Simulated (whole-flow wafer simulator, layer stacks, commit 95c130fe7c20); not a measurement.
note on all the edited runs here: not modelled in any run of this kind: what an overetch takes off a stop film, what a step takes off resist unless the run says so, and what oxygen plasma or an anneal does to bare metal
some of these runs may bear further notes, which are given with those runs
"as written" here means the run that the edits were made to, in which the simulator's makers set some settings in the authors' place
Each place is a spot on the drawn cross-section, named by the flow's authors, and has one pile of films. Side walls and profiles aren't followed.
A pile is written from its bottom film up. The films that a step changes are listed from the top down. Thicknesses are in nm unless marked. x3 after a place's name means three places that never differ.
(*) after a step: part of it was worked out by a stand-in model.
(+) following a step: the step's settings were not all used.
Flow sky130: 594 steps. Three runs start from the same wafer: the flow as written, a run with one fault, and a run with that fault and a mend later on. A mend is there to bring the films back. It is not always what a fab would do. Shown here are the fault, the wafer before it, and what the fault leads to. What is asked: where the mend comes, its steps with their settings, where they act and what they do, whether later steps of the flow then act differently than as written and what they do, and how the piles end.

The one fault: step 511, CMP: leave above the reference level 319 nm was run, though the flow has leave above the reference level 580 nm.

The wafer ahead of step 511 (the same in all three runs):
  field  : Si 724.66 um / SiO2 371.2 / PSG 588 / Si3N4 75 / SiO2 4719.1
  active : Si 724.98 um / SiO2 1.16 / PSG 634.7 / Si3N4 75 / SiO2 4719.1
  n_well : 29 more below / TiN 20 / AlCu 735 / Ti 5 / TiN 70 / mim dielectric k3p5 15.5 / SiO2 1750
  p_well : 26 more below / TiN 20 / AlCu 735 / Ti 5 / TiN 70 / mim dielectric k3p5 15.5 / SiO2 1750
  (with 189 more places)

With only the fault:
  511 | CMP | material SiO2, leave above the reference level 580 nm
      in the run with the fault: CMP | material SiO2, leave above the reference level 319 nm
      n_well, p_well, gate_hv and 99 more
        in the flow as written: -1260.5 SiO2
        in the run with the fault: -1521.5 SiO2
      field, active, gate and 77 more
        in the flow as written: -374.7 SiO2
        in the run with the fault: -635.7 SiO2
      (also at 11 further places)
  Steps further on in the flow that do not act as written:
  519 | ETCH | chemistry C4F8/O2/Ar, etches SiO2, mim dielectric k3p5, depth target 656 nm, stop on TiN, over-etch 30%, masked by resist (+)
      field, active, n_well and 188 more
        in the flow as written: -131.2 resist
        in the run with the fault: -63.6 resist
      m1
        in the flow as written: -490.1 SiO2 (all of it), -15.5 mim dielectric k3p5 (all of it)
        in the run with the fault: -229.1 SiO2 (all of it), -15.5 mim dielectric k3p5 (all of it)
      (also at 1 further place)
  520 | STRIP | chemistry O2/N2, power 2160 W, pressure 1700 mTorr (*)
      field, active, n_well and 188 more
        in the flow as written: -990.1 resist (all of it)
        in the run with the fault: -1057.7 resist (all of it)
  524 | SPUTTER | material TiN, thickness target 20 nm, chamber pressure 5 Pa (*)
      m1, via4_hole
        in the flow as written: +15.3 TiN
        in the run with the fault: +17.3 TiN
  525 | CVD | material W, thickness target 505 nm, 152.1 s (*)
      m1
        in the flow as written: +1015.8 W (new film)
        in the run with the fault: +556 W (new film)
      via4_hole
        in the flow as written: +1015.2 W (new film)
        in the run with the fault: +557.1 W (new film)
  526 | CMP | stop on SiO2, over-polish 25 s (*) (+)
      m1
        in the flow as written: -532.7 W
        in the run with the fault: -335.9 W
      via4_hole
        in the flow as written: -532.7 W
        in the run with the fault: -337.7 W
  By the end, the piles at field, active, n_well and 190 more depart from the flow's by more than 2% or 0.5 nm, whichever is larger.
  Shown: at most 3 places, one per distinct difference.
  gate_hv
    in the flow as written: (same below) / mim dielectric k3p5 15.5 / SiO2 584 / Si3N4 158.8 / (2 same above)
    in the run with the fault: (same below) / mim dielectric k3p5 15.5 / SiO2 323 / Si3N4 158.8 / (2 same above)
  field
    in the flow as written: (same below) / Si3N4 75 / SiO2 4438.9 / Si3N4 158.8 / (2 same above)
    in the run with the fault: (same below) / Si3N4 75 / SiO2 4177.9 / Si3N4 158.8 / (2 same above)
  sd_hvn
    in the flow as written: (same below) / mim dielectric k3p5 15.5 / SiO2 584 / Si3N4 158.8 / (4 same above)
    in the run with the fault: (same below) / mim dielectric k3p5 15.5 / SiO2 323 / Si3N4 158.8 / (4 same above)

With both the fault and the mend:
  The mend stands after step 511.
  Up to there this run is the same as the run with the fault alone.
  511a | HDPCVD | thickness target 261 nm (*) (a further turn of the flow's step 510, with different settings)
      field, active, n_well and 190 more
        +261 SiO2
  Later steps of the flow that are run all act as written at every place that is followed.
  At every place that both follow, the piles at the end match the flow's.
